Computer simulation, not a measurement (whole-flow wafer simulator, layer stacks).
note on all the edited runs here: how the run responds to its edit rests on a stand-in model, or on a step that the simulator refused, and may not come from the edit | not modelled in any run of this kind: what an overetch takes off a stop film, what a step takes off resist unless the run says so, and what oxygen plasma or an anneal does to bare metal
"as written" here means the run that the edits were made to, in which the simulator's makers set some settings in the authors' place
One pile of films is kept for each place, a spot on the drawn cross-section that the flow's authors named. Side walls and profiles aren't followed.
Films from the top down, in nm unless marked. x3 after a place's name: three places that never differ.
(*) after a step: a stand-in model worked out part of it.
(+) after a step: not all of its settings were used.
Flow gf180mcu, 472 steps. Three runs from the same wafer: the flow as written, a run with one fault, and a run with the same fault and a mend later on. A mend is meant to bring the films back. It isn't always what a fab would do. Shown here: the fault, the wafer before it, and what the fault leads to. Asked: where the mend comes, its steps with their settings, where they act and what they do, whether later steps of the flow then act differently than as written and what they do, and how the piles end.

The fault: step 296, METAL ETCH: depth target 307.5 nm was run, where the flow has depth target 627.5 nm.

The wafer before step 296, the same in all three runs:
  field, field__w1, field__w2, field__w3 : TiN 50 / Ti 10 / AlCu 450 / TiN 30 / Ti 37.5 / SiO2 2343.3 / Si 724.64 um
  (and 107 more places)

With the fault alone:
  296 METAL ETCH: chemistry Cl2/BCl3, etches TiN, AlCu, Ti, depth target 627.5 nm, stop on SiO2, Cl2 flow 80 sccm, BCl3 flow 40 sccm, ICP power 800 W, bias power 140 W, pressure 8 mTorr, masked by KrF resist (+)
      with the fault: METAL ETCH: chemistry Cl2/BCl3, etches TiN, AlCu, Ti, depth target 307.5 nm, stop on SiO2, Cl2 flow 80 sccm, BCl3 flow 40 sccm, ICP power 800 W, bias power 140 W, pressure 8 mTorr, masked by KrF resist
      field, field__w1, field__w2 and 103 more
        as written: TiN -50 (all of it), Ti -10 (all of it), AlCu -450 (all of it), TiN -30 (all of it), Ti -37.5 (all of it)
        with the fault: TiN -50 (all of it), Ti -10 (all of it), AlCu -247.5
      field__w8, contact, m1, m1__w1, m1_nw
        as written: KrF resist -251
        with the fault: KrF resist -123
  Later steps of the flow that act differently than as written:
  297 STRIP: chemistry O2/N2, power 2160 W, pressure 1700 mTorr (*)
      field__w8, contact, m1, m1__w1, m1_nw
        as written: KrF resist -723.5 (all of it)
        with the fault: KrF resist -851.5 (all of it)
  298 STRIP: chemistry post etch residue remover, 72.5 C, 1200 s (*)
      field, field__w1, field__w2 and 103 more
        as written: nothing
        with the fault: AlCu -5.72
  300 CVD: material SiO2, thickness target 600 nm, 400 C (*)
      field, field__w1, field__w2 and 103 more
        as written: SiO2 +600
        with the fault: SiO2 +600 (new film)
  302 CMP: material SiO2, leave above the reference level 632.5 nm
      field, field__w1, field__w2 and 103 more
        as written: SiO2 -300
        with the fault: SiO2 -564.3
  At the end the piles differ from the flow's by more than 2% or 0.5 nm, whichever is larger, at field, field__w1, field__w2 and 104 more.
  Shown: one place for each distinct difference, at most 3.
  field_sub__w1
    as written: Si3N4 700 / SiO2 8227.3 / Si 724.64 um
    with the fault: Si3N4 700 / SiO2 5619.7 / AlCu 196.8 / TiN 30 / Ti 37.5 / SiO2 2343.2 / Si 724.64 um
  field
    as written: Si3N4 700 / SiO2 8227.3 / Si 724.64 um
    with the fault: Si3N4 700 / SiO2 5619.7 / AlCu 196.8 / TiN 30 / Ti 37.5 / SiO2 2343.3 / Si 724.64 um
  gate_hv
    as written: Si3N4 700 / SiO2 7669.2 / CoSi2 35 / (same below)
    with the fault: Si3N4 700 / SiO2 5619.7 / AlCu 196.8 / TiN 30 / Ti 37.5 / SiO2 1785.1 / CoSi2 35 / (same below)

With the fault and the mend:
  The mend comes after step 298.
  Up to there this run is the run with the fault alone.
  298a DEHYDRATE: 200 C, 60 s (the flow's step 289 once more)
      changes no film at any place that is followed
  298b HMDS: 120 C, 60 s (the flow's step 290 once more)
      changes no film at any place that is followed
  298c COAT: KrF resist, thickness 1000 nm (*) (the flow's step 291 once more)
      iso_ptap_pw, iso_ntap_nw, iso_nw_fld and 33 more
        KrF resist +1000 (new film)
      field__w5, field__w6, field__w9 and 15 more
        KrF resist +1002 (new film)
      field__w10, field_sub, field_sub__w1 and 12 more
        KrF resist +1002.1 (new film)
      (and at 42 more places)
  298d SOFTBAKE: KrF resist (the flow's step 292 once more)
      changes no film at any place that is followed
  298e EXPOSE: photomask Metal2 (the flow's step 293 once more)
      changes no film at any place that is followed
  298f PEB: KrF resist, 135 C, 90 s (the flow's step 294 once more)
      field__w1, field__w2, field__w3 and 58 more
        KrF resist -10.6
      iso_ptap_pw, iso_ntap_nw, iso_nw_fld and 33 more
        KrF resist -10.5
      sd_p, gate_p, nw_sep_fld, polyc_n
        KrF resist -10.7
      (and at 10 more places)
  298g DEVELOP: thickness 1000 nm, 60 s (the flow's step 295 once more)
      iso_ptap_pw, iso_ntap_nw, iso_nw_fld and 33 more
        KrF resist -989.5 (all of it)
      field__w6, field_sub__w2, field_sub__w4 and 14 more
        KrF resist -991.4 (all of it)
      field__w5, field__w9, field__w10 and 9 more
        KrF resist -991.5 (all of it)
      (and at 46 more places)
  298h METAL ETCH: chemistry Cl2/BCl3, etches TiN, AlCu, Ti, depth target 320 nm, stop on SiO2, Cl2 flow 80 sccm, BCl3 flow 40 sccm, ICP power 800 W, bias power 140 W, pressure 8 mTorr, masked by KrF resist (+) (the flow's step 296 once more, with other settings)
      field, field__w1, field__w2 and 103 more
        AlCu -196.8 (all of it), TiN -30 (all of it), Ti -37.5 (all of it)
      field__w8, contact, m1, m1__w1, m1_nw
        KrF resist -128
  298i STRIP: chemistry O2/N2, power 2160 W, pressure 1700 mTorr (*) (the flow's step 297 once more)
      field__w8
        KrF resist -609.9 (all of it)
      contact
        KrF resist -608.2 (all of it)
      m1
        KrF resist -609.8 (all of it)
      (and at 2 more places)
  298j STRIP: chemistry post etch residue remover, 72.5 C, 1200 s (*) (the flow's step 298 once more)
      field__w8, contact, m1, m1__w1, m1_nw
        TiN -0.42
  No later step of the flow acts differently than as written, at any place that is followed, by more than 2% or 0.5 nm, whichever is larger.
  At the end the piles differ from the flow's only slightly at the places that both follow, by at most 2% or 0.5 nm, whichever is larger.
